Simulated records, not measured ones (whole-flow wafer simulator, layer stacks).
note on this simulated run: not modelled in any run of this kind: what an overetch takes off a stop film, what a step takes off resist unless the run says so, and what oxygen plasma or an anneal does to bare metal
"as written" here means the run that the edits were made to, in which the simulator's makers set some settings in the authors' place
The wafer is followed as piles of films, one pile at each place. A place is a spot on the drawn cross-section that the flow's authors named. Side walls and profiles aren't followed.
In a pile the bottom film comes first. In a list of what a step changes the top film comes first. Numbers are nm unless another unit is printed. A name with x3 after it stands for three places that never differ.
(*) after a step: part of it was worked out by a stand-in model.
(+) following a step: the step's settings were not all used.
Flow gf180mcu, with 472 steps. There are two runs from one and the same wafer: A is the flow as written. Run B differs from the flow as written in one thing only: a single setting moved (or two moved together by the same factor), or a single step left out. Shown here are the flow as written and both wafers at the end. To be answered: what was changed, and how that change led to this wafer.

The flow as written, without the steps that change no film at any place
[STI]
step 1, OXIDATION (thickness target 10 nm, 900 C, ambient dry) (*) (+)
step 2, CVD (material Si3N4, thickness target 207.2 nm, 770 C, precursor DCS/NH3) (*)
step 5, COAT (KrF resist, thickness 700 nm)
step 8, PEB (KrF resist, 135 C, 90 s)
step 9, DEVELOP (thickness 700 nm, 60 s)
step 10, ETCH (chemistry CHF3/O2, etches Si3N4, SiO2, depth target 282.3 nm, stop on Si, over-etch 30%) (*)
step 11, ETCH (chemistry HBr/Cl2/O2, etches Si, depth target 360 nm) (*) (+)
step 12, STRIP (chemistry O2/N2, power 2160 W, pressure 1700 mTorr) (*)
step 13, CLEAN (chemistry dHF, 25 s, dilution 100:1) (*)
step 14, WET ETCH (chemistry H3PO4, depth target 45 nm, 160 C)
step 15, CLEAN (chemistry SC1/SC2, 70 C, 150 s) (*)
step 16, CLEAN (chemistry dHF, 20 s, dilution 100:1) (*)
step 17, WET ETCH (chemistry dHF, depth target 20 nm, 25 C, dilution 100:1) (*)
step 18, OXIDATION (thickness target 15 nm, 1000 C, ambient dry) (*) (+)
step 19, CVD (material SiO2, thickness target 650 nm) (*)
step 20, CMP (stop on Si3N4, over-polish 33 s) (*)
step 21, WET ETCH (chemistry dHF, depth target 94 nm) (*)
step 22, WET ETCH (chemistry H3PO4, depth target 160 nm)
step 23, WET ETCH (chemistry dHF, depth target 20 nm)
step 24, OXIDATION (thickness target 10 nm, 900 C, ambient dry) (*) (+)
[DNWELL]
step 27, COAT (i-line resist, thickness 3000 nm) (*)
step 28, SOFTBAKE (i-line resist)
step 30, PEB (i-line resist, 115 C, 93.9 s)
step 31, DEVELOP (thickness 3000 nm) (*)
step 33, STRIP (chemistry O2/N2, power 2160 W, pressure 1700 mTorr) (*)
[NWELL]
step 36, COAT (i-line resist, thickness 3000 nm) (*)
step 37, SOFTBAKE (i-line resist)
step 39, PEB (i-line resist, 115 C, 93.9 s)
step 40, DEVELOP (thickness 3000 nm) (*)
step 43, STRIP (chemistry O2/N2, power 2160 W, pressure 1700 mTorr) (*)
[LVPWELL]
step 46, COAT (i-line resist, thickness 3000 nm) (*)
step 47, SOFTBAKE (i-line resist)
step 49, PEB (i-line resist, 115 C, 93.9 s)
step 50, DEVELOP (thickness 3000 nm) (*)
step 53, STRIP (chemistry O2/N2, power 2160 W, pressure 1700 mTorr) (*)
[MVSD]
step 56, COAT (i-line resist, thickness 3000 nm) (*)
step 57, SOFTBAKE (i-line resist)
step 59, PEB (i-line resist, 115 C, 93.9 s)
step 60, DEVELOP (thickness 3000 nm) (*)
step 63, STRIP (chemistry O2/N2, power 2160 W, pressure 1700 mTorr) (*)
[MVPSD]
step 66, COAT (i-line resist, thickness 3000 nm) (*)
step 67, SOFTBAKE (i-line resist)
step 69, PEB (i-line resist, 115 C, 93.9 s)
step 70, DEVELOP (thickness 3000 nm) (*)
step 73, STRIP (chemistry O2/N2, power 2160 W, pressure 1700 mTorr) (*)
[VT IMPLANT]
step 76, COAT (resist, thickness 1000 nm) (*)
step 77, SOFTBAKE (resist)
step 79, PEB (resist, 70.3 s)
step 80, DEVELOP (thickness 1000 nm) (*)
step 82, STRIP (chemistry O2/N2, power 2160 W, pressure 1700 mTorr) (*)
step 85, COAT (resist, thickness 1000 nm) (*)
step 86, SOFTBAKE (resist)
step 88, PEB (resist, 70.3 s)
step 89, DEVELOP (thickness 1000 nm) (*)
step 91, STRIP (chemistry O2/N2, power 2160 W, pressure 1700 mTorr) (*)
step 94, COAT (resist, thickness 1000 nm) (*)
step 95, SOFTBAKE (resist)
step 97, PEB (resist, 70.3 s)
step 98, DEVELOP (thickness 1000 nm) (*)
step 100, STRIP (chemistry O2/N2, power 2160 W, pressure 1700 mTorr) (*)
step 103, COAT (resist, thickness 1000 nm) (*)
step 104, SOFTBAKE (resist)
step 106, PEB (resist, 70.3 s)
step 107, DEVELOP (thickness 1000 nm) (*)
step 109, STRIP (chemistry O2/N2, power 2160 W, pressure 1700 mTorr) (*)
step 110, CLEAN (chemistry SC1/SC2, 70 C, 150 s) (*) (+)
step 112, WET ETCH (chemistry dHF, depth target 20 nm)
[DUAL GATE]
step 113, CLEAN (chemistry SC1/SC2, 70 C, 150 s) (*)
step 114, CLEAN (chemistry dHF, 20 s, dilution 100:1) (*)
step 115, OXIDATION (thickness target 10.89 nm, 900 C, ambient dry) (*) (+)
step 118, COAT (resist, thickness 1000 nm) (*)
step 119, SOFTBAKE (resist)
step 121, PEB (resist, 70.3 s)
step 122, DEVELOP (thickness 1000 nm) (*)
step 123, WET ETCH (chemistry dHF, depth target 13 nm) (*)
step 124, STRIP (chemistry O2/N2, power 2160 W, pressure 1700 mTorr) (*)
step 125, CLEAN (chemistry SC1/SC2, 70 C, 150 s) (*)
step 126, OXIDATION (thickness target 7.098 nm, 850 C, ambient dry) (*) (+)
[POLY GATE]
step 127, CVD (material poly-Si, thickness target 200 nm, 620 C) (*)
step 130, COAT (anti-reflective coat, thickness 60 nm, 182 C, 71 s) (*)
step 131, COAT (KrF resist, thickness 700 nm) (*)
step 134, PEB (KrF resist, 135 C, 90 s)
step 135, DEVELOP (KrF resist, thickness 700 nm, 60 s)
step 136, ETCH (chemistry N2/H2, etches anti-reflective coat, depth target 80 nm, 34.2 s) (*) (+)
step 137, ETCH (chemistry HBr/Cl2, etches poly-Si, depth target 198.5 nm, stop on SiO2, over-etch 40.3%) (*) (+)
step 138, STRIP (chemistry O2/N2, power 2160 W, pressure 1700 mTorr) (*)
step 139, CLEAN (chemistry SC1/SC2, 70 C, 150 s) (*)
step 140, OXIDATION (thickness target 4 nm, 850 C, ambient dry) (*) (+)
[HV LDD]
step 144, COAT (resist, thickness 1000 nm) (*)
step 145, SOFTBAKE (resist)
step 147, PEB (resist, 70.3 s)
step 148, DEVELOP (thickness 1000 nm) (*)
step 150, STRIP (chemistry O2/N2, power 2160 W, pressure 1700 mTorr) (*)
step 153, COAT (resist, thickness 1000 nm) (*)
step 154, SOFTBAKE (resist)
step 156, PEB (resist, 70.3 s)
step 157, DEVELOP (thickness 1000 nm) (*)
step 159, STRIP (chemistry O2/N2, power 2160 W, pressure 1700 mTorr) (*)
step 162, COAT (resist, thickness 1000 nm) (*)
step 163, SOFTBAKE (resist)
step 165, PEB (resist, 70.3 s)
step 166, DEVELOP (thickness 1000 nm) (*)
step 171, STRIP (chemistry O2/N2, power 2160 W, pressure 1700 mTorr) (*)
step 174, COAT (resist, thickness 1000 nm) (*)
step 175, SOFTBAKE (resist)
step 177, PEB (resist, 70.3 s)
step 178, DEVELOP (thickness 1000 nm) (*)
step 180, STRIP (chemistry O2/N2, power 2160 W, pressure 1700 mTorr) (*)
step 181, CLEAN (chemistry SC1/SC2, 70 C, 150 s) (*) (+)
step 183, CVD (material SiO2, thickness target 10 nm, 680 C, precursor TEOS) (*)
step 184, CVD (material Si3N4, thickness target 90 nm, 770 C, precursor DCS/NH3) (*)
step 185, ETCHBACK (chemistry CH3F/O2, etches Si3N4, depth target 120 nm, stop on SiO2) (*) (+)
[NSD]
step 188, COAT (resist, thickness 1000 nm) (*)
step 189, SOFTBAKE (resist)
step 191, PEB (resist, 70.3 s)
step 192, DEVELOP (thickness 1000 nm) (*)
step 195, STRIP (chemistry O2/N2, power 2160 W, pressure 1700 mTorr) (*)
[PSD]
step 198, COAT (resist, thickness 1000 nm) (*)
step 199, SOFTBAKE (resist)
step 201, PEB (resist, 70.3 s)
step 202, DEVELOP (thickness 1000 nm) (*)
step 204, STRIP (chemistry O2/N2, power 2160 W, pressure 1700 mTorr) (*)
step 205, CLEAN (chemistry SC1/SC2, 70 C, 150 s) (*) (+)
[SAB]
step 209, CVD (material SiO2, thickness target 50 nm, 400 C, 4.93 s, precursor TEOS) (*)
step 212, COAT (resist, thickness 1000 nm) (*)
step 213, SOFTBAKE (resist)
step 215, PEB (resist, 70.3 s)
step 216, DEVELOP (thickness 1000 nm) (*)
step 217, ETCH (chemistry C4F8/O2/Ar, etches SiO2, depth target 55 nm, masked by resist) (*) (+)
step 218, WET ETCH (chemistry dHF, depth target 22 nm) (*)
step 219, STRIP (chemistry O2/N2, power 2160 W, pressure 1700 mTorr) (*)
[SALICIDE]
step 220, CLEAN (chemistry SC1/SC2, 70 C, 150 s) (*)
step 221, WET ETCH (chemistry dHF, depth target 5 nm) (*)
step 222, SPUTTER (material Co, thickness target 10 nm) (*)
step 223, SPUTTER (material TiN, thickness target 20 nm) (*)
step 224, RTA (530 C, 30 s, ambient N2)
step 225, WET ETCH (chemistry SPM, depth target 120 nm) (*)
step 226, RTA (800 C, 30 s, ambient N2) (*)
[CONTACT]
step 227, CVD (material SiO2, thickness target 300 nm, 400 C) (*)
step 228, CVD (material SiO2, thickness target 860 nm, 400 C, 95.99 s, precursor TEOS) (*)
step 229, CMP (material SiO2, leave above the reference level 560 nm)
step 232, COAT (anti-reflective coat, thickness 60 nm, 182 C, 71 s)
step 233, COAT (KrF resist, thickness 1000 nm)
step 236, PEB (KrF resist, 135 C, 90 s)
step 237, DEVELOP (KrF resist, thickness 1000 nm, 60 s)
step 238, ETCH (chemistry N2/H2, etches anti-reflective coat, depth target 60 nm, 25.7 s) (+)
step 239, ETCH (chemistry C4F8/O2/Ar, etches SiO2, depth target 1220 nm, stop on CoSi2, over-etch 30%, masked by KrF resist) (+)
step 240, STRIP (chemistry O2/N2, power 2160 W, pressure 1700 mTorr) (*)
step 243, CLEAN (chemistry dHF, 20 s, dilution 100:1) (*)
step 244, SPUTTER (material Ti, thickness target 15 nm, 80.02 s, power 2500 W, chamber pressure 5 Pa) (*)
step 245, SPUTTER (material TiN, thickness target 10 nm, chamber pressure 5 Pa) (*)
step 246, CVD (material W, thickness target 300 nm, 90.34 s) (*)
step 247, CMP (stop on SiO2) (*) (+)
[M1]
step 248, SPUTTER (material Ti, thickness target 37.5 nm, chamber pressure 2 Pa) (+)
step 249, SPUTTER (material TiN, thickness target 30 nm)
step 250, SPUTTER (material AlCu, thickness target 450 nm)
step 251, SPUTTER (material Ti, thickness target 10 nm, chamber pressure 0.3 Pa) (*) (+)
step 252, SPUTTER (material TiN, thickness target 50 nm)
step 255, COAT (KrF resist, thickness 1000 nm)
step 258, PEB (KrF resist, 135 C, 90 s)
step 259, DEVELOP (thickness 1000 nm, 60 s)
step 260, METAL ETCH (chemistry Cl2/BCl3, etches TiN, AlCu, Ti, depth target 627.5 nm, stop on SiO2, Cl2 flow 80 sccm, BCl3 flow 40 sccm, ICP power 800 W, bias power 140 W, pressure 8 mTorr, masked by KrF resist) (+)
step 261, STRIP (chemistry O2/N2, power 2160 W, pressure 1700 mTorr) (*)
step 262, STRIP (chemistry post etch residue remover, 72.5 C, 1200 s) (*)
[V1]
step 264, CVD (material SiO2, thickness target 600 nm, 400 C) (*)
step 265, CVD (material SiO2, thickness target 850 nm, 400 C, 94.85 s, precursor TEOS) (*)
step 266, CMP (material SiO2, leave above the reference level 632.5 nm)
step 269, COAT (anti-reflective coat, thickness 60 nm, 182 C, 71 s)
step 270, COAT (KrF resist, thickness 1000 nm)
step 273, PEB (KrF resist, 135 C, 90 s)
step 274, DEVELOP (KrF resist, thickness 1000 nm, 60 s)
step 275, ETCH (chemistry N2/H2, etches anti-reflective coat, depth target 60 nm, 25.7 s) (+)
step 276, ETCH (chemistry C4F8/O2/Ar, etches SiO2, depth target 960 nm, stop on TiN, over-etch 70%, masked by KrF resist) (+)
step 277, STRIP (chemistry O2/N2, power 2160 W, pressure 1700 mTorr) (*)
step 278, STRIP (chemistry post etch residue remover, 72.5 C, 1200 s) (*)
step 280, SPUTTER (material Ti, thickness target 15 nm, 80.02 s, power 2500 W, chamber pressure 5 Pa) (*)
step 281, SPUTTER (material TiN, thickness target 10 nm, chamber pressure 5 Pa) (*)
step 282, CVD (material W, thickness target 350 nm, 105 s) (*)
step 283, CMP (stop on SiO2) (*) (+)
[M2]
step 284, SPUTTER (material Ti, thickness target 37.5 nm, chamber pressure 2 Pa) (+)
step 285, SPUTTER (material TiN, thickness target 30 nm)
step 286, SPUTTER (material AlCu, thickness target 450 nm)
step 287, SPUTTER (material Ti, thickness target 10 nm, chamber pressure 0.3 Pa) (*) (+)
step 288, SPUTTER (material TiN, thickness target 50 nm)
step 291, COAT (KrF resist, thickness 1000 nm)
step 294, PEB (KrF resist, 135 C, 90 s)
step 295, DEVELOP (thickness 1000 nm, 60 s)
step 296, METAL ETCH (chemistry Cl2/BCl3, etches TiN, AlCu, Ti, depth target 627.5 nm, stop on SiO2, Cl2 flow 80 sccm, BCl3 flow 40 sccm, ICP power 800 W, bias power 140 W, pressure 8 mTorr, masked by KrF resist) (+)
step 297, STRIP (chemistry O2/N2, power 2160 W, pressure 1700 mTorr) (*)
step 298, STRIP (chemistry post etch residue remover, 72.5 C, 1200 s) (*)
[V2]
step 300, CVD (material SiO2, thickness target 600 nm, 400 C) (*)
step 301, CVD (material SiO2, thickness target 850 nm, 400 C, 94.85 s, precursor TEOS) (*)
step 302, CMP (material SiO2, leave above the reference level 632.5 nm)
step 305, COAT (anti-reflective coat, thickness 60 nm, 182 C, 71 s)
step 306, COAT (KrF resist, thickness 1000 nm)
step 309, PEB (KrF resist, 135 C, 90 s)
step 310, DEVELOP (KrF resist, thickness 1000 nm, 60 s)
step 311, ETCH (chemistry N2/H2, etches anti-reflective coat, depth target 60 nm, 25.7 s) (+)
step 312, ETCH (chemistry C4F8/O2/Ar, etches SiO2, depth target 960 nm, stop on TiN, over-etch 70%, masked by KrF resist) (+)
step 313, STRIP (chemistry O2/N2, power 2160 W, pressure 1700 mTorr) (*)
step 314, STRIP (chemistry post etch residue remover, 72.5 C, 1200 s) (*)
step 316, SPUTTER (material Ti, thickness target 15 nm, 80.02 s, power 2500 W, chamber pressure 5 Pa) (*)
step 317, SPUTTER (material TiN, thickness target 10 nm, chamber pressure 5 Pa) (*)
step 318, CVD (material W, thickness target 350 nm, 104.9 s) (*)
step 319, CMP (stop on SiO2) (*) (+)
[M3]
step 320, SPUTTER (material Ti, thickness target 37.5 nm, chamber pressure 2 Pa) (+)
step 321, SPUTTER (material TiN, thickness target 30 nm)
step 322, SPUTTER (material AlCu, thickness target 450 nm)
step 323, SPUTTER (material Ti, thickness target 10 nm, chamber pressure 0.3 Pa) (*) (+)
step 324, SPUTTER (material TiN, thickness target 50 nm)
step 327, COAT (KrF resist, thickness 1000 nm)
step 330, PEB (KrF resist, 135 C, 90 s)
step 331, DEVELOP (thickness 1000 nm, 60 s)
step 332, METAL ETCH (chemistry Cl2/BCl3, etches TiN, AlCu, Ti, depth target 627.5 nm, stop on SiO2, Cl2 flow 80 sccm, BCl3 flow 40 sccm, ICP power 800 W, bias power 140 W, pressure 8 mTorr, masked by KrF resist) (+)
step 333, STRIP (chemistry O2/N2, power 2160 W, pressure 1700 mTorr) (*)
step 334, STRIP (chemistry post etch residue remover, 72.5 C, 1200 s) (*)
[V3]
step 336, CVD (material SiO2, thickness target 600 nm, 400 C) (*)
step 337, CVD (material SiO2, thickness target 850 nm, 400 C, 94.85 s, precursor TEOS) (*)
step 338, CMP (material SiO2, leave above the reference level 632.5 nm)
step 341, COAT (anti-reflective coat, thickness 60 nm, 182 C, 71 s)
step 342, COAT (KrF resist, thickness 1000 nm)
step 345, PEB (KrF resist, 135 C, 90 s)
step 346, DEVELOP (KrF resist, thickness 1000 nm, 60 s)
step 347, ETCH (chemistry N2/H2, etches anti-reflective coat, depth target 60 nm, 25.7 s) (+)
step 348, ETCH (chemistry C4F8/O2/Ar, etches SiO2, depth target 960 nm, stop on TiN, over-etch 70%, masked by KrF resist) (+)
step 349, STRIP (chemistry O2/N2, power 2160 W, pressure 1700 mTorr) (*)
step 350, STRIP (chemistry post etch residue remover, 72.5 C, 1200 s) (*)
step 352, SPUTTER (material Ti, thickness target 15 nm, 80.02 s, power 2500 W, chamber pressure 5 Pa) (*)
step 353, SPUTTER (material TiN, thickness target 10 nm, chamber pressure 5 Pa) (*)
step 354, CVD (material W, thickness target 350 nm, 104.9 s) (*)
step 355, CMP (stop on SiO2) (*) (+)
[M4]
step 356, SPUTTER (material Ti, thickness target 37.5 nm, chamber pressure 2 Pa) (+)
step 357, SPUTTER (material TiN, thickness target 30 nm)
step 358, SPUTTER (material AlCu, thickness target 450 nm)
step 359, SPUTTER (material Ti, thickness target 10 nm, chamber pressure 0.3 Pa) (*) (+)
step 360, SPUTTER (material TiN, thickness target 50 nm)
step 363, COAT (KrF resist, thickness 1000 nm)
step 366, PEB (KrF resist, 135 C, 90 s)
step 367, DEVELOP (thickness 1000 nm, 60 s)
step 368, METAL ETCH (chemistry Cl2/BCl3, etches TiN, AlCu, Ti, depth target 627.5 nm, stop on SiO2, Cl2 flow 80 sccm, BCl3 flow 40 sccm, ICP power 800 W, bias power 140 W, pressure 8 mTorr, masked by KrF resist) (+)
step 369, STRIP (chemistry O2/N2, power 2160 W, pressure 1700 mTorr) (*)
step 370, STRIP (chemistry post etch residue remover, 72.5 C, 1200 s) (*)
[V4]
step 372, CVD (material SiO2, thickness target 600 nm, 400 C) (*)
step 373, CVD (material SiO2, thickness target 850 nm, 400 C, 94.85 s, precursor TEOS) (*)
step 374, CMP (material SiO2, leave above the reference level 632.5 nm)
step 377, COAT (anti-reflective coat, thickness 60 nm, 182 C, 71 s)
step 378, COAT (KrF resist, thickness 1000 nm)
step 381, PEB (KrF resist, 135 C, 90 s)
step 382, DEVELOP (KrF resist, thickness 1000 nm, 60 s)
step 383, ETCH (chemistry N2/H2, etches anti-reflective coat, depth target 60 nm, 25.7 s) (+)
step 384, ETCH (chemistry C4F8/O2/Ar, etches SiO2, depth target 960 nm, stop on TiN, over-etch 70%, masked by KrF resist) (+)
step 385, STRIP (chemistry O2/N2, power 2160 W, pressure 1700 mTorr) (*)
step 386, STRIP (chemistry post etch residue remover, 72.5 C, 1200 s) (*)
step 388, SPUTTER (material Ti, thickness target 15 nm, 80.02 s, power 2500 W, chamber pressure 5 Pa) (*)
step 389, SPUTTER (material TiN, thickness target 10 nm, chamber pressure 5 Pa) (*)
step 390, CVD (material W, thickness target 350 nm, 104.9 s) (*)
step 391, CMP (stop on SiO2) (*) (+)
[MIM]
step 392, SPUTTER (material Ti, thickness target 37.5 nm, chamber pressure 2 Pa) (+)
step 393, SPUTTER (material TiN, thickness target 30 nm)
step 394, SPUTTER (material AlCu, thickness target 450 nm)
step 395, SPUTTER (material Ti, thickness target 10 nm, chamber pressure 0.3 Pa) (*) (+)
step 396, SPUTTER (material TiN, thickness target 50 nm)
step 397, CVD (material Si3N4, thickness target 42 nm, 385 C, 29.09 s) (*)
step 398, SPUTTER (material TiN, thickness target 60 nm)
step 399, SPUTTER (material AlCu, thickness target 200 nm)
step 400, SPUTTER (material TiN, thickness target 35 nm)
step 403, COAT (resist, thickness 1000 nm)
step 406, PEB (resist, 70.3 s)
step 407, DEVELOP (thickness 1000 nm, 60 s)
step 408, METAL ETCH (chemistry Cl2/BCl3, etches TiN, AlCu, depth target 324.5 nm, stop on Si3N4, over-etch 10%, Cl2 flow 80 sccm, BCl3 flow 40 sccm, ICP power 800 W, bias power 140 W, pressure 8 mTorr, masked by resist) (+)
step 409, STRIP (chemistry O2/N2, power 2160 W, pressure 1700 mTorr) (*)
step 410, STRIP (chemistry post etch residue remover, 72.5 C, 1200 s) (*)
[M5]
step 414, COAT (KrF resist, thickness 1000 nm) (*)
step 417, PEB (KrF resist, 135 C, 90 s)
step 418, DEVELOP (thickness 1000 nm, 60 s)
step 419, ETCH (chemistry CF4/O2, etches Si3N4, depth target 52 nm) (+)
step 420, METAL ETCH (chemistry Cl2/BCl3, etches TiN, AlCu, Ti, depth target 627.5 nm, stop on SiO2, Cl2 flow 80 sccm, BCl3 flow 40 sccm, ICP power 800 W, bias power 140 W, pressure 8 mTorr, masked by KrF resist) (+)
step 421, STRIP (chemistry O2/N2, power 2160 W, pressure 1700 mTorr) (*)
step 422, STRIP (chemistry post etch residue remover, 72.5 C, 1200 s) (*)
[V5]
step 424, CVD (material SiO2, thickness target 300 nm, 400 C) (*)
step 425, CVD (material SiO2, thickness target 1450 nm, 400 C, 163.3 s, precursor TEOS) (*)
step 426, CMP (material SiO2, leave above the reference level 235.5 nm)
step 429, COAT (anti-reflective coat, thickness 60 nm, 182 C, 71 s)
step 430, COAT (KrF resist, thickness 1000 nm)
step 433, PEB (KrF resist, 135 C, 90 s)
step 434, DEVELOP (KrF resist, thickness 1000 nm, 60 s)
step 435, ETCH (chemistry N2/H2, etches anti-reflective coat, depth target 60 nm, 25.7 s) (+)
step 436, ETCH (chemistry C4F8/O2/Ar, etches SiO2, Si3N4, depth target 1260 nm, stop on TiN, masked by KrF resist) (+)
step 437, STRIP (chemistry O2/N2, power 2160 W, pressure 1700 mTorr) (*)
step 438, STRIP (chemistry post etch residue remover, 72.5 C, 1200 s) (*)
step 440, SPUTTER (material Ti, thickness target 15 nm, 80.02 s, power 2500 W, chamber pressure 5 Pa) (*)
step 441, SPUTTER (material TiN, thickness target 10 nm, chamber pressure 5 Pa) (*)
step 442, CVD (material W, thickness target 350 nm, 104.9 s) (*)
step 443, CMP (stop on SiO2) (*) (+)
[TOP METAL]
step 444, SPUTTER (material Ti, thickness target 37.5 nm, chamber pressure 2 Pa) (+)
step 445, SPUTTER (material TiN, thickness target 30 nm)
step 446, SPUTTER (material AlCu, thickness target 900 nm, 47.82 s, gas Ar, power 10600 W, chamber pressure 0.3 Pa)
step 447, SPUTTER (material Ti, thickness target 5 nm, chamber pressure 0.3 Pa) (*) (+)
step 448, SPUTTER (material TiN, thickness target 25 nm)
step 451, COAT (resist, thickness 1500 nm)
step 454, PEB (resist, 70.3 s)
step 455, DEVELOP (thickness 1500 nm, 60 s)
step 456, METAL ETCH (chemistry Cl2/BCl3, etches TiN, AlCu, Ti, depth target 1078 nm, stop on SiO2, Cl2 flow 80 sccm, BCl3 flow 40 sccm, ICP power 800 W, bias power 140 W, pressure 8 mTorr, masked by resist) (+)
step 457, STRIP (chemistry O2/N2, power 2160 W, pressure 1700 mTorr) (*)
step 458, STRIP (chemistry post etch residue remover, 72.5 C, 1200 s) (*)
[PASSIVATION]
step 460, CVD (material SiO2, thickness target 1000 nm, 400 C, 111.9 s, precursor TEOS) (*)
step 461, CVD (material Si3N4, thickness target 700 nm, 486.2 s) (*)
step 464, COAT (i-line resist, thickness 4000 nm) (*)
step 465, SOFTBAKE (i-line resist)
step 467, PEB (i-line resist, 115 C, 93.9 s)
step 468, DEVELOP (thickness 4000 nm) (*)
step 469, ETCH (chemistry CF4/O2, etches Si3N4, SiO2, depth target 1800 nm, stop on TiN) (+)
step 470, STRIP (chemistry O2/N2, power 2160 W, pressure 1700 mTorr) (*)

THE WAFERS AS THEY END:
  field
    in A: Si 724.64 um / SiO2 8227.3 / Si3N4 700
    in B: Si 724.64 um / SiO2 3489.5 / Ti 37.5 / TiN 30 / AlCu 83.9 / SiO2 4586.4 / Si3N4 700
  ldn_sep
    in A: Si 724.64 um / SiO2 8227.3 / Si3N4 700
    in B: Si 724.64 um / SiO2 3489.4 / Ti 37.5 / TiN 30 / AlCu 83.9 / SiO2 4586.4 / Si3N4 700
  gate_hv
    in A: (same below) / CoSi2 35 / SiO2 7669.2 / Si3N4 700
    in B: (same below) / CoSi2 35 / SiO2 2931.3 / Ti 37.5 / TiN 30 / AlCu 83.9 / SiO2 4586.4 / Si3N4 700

The reason: step 332, METAL ETCH: depth target 420.4 nm was run, while the flow as written has depth target 627.5 nm.

The path from the change to this, step by step:
  step 332, METAL ETCH (chemistry Cl2/BCl3, etches TiN, AlCu, Ti, depth target 627.5 nm, stop on SiO2, Cl2 flow 80 sccm, BCl3 flow 40 sccm, ICP power 800 W, bias power 140 W, pressure 8 mTorr, masked by KrF resist) (+)
      field, field__w1, field__w2 and 103 more: A -50 TiN (all of it), -10 Ti (all of it), -450 AlCu (all of it), -30 TiN (all of it), -37.5 Ti (all of it) | B -50 TiN (all of it), -10 Ti (all of it), -360.4 AlCu
      field__w8, contact, m1, m1__w1, m1_nw: A -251 KrF resist | B -168.2 KrF resist
  step 333, STRIP (chemistry O2/N2, power 2160 W, pressure 1700 mTorr) (*)
      field__w8, contact, m1, m1__w1, m1_nw: A -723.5 KrF resist (all of it) | B -806.4 KrF resist (all of it)
  step 334, STRIP (chemistry post etch residue remover, 72.5 C, 1200 s) (*)
      field, field__w1, field__w2 and 103 more: A nothing | B -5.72 AlCu
  step 336, CVD (material SiO2, thickness target 600 nm, 400 C) (*)
      field, field__w1, field__w2 and 103 more: A +600 SiO2 | B +600 SiO2 (new film)
  step 338, CMP (material SiO2, leave above the reference level 632.5 nm)
      field, field__w1, field__w2 and 103 more: A -300 SiO2 | B -451.4 SiO2
If metal films that touch count as one body, field has 1 body; the flow as written gives 0 bodies.
If metal films that touch count as one body, ldn_sep has 1 body; the flow as written gives 0 bodies.
If metal films that touch count as one body, gate_hv has 2 bodies (between them, from the top down: SiO2 2931.3); the flow as written gives 1 body.
